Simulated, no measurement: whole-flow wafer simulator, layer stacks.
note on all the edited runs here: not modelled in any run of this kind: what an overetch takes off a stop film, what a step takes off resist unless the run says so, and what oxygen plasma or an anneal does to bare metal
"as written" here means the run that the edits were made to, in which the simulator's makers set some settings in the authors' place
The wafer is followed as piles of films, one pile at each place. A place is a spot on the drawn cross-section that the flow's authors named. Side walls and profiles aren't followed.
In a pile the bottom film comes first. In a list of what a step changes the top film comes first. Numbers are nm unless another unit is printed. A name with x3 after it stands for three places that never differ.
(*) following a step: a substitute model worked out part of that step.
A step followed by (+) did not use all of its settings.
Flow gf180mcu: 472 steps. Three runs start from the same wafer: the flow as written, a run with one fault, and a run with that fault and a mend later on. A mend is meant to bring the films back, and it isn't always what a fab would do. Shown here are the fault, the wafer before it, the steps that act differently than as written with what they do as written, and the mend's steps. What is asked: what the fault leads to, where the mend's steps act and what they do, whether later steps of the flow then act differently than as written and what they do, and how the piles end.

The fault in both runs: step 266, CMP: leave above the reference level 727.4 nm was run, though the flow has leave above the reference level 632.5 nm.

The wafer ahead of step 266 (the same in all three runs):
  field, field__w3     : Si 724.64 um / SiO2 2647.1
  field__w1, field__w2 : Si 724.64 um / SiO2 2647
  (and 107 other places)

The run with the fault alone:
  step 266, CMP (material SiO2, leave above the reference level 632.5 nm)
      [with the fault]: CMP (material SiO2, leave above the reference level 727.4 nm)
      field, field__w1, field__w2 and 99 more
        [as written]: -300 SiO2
        [with the fault]: -205.1 SiO2
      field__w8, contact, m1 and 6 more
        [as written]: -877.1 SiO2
        [with the fault]: -782.2 SiO2
  Steps later in the flow that act otherwise than as written (1 more step, not shown, differs only slightly: by at most 2% or 0.5 nm, whichever is larger):
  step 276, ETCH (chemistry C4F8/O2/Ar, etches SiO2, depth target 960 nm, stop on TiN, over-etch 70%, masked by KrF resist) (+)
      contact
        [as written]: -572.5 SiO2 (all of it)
        [with the fault]: -667.4 SiO2 (all of it)
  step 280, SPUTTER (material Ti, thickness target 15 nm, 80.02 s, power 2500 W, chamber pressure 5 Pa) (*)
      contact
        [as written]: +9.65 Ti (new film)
        [with the fault]: +9.13 Ti (new film)
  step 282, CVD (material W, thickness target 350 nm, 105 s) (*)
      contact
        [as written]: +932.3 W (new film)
        [with the fault]: +1028 W (new film)
  At field__w8, contact, m1, m1__w1, m1_nw, the piles at the end differ from the flow's by more than 2% or 0.5 nm, whichever is larger.
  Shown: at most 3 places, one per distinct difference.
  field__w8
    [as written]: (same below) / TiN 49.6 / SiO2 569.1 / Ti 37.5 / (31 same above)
    [with the fault]: (same below) / TiN 49.6 / SiO2 664 / Ti 37.5 / (31 same above)
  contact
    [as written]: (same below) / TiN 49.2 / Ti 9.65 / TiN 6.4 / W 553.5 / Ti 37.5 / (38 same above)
    [with the fault]: (same below) / TiN 49.2 / Ti 9.13 / TiN 6.06 / W 649.3 / Ti 37.5 / (38 same above)

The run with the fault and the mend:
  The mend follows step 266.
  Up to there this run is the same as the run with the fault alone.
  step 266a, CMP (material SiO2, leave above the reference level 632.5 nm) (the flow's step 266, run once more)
      field, field__w1, field__w2 and 108 more
        -94.9 SiO2
  Later steps of the flow that are run all act as written at every place that is followed.
  The piles end the same as the flow's at every place that both follow.
